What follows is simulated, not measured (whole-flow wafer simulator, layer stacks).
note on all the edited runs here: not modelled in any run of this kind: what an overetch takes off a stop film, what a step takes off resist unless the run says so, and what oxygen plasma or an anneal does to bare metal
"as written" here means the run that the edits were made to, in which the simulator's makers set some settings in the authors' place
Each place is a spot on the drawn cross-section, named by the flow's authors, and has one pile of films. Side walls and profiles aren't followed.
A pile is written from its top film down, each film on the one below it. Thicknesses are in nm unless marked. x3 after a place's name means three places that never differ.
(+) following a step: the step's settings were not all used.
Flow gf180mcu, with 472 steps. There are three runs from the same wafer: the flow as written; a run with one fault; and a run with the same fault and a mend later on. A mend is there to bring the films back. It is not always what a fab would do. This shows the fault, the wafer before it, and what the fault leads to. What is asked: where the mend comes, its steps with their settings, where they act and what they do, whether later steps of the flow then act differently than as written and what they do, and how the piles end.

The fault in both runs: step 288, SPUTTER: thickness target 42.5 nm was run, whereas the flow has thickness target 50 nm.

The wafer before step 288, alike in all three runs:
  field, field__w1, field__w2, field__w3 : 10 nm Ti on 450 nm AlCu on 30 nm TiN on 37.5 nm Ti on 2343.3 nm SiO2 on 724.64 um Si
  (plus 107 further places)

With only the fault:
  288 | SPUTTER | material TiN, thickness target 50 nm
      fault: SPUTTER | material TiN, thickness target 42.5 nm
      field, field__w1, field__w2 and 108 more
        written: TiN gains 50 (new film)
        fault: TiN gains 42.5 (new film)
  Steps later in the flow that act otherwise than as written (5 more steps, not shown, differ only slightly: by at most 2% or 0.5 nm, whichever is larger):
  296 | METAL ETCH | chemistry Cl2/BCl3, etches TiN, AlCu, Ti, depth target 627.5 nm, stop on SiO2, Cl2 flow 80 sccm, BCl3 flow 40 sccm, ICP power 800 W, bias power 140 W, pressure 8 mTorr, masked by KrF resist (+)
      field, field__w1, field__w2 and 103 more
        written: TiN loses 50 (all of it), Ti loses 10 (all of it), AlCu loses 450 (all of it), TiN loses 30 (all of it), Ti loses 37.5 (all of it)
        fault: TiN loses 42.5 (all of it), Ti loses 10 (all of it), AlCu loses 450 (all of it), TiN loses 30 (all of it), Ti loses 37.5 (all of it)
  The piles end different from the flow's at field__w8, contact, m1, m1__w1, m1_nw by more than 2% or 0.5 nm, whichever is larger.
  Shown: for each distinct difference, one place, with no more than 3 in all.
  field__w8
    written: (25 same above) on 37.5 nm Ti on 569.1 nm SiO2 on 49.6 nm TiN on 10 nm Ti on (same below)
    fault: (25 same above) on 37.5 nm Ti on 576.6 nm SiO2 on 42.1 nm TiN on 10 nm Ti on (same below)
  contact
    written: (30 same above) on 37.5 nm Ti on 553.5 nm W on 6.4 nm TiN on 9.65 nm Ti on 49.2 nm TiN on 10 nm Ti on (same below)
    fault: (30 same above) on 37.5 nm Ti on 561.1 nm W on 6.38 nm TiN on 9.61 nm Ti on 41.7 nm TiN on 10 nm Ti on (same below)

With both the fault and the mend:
  After step 288 comes the mend.
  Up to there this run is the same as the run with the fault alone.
  288a | SPUTTER | material TiN, thickness target 7.5 nm (a further turn of the flow's step 288, with different settings)
      field, field__w1, field__w2 and 108 more
        TiN gains 7.5
  None of the later steps of the flow acts differently than as written at any place that is followed.
  By the end, the piles equal the flow's at every place that both follow.
